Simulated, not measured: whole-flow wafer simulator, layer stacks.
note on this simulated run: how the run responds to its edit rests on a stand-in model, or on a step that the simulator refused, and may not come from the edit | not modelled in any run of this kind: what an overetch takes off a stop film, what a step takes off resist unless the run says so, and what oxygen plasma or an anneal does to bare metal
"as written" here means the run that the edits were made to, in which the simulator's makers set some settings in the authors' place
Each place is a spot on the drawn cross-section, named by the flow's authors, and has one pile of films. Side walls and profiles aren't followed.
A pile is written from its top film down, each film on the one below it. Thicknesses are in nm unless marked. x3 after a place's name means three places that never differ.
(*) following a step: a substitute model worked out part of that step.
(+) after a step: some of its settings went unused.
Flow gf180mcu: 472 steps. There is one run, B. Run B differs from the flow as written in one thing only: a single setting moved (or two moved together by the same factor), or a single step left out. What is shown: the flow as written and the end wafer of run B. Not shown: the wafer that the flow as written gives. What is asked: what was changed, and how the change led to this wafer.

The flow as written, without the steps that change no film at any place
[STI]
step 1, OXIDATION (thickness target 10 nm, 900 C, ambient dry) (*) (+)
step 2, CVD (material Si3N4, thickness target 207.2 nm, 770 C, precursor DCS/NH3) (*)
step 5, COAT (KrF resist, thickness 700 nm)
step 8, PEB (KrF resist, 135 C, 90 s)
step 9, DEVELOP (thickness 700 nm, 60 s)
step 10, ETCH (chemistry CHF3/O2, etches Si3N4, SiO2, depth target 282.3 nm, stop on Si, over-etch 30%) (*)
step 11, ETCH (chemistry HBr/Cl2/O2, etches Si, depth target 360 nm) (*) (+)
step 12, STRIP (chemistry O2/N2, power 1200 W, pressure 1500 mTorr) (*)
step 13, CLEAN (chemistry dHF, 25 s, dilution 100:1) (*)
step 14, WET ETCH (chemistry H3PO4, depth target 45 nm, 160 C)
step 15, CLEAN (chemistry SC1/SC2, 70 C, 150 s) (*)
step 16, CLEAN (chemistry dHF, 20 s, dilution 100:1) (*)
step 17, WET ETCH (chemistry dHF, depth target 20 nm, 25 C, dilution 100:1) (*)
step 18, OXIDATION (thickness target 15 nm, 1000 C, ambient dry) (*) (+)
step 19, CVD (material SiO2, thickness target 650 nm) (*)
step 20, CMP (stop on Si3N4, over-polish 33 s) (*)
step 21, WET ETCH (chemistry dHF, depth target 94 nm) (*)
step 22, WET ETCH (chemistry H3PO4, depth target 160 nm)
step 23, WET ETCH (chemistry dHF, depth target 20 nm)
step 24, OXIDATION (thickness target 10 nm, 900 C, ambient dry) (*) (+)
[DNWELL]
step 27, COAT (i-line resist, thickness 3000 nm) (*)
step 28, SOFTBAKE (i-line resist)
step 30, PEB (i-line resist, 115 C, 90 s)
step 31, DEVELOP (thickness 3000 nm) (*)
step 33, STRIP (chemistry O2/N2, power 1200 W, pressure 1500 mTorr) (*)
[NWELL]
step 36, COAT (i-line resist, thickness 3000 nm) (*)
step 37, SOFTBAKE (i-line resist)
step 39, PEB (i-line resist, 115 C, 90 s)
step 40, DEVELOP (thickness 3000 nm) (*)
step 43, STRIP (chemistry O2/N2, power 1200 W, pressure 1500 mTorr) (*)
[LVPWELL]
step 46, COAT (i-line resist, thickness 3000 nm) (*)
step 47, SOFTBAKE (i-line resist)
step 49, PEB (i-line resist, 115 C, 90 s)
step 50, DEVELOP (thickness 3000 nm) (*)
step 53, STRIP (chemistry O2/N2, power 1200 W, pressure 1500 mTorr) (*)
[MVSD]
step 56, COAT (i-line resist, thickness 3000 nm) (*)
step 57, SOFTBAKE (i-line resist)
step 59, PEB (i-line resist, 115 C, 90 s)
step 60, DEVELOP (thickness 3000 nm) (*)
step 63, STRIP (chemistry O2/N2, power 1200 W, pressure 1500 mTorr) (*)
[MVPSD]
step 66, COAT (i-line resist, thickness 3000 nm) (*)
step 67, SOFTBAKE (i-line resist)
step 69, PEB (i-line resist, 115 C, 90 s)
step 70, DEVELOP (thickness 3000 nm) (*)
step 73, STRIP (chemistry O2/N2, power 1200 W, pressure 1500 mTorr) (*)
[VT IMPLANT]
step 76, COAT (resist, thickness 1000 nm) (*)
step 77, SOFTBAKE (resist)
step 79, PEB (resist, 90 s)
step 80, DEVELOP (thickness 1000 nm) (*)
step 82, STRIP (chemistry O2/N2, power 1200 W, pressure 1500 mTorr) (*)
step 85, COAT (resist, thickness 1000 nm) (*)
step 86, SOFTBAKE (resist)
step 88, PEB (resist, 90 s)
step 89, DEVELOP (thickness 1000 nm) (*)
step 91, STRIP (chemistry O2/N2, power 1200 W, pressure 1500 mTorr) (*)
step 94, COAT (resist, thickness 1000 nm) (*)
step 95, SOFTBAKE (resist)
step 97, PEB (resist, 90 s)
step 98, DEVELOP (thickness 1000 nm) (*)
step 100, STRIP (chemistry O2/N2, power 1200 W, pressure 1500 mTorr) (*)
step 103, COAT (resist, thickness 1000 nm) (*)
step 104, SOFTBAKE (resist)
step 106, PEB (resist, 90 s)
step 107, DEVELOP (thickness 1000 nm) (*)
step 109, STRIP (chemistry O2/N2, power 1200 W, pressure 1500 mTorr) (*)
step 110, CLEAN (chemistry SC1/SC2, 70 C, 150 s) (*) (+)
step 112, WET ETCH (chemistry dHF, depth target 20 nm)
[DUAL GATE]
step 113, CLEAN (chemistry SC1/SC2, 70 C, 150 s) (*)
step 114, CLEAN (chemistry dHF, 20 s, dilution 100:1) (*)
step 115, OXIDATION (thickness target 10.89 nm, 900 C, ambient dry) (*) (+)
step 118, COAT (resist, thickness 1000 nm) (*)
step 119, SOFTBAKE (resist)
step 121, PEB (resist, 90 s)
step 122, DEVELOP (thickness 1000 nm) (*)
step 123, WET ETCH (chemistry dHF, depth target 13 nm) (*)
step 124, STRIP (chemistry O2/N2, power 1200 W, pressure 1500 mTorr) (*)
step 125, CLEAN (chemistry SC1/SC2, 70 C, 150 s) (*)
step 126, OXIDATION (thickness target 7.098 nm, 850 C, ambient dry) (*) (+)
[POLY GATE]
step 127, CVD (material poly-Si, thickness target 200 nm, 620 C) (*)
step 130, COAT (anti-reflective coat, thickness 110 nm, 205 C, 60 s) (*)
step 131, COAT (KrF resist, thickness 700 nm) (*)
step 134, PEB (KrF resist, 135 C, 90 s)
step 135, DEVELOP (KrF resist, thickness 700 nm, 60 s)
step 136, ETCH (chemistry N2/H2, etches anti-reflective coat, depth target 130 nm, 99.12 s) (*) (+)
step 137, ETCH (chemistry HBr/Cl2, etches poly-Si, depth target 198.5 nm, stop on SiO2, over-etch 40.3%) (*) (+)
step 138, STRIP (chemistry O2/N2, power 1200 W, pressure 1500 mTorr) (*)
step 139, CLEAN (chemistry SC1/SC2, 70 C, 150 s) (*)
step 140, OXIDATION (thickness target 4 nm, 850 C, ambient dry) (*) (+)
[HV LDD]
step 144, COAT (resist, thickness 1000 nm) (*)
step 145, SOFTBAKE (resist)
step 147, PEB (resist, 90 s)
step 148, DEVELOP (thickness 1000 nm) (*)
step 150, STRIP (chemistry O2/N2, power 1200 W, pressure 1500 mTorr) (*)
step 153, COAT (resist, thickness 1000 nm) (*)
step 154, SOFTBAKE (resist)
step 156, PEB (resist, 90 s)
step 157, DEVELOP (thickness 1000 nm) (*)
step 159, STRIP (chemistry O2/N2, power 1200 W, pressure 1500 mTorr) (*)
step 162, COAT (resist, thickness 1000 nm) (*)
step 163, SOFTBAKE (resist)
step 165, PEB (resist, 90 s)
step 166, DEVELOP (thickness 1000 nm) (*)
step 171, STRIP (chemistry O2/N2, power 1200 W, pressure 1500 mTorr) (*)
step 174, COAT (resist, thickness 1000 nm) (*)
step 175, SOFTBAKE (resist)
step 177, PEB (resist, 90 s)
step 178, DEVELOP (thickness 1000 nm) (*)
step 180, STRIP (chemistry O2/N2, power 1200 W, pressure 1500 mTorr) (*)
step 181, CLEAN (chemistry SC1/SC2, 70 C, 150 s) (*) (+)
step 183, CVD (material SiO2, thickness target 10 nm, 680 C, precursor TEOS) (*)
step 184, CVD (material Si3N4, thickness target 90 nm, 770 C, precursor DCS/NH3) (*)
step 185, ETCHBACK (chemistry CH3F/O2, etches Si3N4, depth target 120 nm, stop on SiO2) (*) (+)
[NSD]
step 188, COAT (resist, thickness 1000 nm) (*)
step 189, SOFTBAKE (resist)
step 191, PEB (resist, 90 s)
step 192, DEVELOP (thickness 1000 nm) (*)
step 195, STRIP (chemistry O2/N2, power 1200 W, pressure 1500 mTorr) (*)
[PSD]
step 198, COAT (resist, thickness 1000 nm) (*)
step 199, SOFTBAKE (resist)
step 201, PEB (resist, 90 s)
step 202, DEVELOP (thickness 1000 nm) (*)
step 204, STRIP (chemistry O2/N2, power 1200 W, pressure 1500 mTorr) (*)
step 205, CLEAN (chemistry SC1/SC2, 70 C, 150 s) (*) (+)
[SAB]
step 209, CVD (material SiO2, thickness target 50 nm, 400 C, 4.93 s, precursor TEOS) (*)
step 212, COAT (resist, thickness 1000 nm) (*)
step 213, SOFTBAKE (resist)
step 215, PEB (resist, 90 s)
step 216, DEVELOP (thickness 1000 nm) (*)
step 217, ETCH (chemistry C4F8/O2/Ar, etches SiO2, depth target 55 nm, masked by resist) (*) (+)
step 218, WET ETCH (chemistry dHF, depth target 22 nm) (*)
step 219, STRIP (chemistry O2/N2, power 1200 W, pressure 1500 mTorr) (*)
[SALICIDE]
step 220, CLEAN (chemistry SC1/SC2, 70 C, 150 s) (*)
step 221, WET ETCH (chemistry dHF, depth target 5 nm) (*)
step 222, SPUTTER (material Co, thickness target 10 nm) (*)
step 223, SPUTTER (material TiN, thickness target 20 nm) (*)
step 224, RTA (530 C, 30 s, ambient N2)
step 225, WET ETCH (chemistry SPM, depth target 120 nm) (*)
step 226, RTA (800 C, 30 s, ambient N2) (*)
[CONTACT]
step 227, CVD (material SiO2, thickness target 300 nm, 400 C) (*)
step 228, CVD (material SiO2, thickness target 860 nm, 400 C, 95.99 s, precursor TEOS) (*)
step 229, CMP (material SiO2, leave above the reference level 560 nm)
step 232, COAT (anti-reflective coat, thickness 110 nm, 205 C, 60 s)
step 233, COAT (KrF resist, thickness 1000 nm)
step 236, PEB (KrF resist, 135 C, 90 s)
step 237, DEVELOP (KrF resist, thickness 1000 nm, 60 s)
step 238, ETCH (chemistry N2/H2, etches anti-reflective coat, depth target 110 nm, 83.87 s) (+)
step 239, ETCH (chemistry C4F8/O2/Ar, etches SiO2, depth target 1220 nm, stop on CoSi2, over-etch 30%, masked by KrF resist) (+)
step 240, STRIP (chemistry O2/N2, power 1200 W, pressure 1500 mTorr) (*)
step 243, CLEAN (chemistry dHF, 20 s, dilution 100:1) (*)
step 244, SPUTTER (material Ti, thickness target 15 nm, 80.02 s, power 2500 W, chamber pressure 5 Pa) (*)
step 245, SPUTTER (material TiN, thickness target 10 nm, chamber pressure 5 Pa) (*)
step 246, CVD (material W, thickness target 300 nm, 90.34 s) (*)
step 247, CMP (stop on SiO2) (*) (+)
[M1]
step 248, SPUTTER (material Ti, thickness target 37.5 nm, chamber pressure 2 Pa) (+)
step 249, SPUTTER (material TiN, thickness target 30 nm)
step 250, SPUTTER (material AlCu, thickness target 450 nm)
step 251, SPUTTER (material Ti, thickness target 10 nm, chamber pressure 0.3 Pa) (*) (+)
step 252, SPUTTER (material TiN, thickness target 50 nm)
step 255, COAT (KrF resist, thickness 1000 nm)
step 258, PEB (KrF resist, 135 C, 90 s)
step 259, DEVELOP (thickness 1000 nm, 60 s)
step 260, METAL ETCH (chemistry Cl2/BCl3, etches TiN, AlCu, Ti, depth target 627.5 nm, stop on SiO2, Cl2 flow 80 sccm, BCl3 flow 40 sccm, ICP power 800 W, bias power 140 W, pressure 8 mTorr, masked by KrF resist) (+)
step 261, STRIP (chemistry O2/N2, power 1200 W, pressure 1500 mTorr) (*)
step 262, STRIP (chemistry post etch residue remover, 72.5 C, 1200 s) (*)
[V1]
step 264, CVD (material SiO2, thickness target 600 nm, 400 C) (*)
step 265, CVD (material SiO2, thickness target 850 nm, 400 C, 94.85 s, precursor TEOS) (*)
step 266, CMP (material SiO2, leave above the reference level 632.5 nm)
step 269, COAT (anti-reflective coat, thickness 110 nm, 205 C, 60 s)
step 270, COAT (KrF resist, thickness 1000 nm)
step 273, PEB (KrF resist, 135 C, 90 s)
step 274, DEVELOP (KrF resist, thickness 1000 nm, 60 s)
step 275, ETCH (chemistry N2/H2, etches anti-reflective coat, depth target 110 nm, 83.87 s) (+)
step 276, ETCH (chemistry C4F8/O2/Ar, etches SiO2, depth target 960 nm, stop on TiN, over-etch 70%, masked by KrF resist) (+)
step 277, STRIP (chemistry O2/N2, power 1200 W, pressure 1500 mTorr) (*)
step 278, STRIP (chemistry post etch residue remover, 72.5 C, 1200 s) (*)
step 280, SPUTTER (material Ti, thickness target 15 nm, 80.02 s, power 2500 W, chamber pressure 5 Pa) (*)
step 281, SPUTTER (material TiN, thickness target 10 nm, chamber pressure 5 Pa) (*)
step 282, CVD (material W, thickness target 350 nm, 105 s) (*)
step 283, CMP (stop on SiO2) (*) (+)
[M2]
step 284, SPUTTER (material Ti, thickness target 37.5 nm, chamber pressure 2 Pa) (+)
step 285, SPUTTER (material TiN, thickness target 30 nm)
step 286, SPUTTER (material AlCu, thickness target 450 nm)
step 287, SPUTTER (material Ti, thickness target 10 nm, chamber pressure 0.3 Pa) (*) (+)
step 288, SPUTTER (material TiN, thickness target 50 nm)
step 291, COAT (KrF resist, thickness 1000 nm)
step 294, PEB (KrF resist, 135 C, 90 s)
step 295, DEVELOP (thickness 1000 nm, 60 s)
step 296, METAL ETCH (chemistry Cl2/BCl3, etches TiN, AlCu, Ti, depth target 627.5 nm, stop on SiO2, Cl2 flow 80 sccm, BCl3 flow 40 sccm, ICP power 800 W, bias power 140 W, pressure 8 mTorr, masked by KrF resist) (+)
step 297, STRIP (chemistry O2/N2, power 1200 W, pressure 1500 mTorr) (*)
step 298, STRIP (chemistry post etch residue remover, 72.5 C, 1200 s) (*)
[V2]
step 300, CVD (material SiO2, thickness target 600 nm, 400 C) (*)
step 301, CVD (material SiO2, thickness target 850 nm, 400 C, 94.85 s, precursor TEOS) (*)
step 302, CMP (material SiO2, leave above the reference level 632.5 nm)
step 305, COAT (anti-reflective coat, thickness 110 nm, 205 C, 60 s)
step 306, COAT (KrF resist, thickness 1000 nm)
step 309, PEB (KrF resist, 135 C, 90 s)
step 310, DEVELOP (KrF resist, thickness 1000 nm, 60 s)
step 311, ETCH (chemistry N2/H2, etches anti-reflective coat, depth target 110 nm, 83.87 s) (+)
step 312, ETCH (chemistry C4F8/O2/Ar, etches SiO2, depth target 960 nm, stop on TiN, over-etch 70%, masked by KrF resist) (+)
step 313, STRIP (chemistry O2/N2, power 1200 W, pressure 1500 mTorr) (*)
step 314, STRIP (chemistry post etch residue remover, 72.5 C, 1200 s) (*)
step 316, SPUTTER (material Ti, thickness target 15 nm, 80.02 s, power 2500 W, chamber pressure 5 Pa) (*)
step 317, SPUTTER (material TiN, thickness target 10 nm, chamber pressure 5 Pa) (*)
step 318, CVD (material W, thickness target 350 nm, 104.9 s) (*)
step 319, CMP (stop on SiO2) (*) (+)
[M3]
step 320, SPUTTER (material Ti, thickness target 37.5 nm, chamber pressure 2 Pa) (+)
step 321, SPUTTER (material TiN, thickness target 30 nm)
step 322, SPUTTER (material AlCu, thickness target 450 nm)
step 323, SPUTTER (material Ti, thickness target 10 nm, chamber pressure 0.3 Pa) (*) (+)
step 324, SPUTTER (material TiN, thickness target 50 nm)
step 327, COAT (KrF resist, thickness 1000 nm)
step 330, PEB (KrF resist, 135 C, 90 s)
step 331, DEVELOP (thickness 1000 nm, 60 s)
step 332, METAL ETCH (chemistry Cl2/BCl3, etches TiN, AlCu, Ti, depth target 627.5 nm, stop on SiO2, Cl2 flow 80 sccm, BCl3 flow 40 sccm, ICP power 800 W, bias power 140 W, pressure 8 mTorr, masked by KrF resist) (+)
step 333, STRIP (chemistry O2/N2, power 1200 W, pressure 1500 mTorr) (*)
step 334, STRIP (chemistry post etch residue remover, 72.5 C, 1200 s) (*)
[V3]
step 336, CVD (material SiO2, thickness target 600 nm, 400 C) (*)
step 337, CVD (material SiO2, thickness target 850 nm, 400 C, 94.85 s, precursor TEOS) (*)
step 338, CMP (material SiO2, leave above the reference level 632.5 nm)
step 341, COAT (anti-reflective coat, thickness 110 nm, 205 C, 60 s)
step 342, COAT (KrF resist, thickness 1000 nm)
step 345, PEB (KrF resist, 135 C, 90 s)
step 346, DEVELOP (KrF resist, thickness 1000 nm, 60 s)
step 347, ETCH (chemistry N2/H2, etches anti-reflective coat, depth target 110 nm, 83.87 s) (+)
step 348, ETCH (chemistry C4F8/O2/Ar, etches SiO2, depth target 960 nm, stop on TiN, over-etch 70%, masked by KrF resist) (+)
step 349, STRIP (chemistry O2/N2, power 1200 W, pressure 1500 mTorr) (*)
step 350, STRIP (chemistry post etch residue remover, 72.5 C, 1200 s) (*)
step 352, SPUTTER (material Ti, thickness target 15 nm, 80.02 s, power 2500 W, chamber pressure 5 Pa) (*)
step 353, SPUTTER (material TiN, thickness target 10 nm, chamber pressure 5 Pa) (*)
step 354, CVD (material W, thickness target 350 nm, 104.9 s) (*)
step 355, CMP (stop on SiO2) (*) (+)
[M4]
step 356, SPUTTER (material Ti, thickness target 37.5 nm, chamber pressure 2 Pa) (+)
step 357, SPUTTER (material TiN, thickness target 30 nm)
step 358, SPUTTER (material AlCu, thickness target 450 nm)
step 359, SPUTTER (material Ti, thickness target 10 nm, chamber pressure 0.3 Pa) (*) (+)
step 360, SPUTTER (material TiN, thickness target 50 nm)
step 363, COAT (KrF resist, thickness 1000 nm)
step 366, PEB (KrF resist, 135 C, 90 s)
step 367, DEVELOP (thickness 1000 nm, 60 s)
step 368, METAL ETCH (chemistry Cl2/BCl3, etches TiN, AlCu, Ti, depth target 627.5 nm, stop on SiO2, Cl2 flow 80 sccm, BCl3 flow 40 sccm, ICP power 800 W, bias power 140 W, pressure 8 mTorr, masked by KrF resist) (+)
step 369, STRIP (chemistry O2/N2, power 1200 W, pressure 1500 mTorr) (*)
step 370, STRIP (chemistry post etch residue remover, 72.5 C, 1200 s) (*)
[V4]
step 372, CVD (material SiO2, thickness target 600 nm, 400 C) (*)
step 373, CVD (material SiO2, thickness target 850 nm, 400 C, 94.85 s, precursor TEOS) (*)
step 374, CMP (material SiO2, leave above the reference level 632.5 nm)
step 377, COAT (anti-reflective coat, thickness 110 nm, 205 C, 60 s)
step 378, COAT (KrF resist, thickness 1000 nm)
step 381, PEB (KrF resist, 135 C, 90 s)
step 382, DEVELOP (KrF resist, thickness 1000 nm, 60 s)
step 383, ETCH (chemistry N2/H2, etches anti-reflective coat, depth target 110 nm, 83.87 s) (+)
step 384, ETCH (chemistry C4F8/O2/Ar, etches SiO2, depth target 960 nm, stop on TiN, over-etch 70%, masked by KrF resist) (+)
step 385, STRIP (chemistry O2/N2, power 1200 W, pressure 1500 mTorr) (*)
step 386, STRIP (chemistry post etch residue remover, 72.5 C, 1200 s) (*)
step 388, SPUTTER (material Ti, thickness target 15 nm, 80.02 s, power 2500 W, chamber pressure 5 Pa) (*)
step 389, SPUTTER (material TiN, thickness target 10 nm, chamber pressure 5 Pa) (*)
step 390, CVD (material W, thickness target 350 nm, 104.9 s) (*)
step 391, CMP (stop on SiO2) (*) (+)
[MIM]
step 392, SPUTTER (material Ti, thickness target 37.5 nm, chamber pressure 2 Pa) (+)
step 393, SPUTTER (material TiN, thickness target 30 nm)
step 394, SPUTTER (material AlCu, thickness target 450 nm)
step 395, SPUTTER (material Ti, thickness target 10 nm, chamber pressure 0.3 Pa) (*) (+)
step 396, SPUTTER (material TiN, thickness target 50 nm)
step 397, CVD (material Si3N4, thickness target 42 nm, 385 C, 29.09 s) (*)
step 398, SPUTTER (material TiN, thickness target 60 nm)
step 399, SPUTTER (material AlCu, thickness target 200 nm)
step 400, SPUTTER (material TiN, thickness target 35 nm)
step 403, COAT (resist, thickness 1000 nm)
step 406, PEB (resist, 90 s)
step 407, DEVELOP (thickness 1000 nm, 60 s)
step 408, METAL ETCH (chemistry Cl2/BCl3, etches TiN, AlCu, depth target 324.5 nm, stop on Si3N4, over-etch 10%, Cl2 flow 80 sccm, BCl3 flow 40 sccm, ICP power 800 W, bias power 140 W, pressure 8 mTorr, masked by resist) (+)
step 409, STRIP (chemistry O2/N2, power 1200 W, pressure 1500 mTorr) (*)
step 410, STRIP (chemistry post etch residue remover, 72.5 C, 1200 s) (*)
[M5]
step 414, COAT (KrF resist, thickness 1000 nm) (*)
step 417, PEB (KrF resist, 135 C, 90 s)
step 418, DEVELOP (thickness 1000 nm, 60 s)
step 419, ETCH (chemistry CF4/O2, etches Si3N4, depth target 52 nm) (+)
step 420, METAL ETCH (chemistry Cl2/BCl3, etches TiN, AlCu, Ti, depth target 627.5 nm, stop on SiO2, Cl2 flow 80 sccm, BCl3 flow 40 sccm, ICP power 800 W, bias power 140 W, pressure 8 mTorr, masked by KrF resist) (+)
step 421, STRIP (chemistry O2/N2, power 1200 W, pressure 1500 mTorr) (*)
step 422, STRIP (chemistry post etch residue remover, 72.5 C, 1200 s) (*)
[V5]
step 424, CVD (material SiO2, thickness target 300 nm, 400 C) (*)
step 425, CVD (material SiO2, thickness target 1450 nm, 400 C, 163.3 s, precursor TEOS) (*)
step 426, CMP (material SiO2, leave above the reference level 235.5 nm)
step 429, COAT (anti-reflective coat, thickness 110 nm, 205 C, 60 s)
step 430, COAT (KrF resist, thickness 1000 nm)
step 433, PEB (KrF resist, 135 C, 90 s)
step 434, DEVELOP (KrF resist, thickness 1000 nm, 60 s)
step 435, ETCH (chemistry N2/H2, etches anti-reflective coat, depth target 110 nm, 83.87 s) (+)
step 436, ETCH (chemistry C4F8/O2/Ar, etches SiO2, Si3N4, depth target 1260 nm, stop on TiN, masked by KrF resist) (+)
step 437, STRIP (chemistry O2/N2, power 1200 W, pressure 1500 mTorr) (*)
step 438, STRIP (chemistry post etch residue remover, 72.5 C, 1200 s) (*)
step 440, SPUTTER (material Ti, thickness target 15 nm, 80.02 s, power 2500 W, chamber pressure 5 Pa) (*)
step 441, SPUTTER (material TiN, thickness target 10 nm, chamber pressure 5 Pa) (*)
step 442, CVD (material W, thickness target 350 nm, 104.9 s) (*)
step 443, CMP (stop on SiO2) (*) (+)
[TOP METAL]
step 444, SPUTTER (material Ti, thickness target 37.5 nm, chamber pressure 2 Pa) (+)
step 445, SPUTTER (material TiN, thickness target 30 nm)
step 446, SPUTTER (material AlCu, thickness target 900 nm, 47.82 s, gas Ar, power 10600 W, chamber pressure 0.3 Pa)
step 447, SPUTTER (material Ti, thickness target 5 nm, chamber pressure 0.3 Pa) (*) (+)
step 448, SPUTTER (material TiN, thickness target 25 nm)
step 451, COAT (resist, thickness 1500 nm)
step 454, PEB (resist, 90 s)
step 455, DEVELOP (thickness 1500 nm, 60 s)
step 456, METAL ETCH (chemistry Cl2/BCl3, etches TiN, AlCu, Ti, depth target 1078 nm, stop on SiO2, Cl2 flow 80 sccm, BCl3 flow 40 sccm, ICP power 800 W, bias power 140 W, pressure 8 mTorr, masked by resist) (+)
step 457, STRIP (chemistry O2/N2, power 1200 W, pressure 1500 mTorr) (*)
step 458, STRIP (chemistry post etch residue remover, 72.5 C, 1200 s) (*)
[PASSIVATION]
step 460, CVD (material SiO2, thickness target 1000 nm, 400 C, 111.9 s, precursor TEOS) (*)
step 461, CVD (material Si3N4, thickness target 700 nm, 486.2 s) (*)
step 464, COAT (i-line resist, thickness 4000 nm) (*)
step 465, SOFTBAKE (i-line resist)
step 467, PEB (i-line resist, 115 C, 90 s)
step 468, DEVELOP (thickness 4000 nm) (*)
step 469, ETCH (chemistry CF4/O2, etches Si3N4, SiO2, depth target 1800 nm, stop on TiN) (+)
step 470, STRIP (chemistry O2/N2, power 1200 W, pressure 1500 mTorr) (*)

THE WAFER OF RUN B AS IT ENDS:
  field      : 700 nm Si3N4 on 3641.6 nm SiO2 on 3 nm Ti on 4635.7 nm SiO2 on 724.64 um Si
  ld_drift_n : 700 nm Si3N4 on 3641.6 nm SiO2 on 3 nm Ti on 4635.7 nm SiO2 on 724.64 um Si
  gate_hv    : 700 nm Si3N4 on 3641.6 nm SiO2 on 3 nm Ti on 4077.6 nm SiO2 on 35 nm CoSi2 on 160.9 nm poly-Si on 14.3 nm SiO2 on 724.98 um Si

Cause: step 358, SPUTTER: thickness target 503 nm was run, though the flow has thickness target 450 nm.

How this came from the change, step by step:
  step 358, SPUTTER (material AlCu, thickness target 450 nm)
      field, field__w1, field__w2 and 108 more: AlCu gains 503 (new film) (it would be, as written: AlCu gains 450 (new film))
  step 368, METAL ETCH (chemistry Cl2/BCl3, etches TiN, AlCu, Ti, depth target 627.5 nm, stop on SiO2, Cl2 flow 80 sccm, BCl3 flow 40 sccm, ICP power 800 W, bias power 140 W, pressure 8 mTorr, masked by KrF resist) (+)
      field, field__w1, field__w2 and 103 more: TiN loses 50 (all of it), Ti loses 10 (all of it), AlCu loses 503 (all of it), TiN loses 30 (all of it), Ti loses 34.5 (it would be, as written: TiN loses 50 (all of it), Ti loses 10 (all of it), AlCu loses 450 (all of it), TiN loses 30 (all of it), Ti loses 37.5 (all of it))
  step 372, CVD (material SiO2, thickness target 600 nm, 400 C) (*)
      field, field__w1, field__w2 and 103 more: SiO2 gains 600 (new film) (it would be, as written: SiO2 gains 600)
  step 374, CMP (material SiO2, leave above the reference level 632.5 nm)
      field, field__w1, field__w2 and 103 more: SiO2 loses 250 (it would be, as written: SiO2 loses 300)
If metal films that touch count as one body, field has 1 body; the flow as written gives 0 bodies.
If metal films that touch count as one body, ld_drift_n has 1 body; the flow as written gives 0 bodies.
If metal films that touch count as one body, gate_hv has 2 bodies (between them, from the top down: SiO2 4077.6); the flow as written gives 1 body.
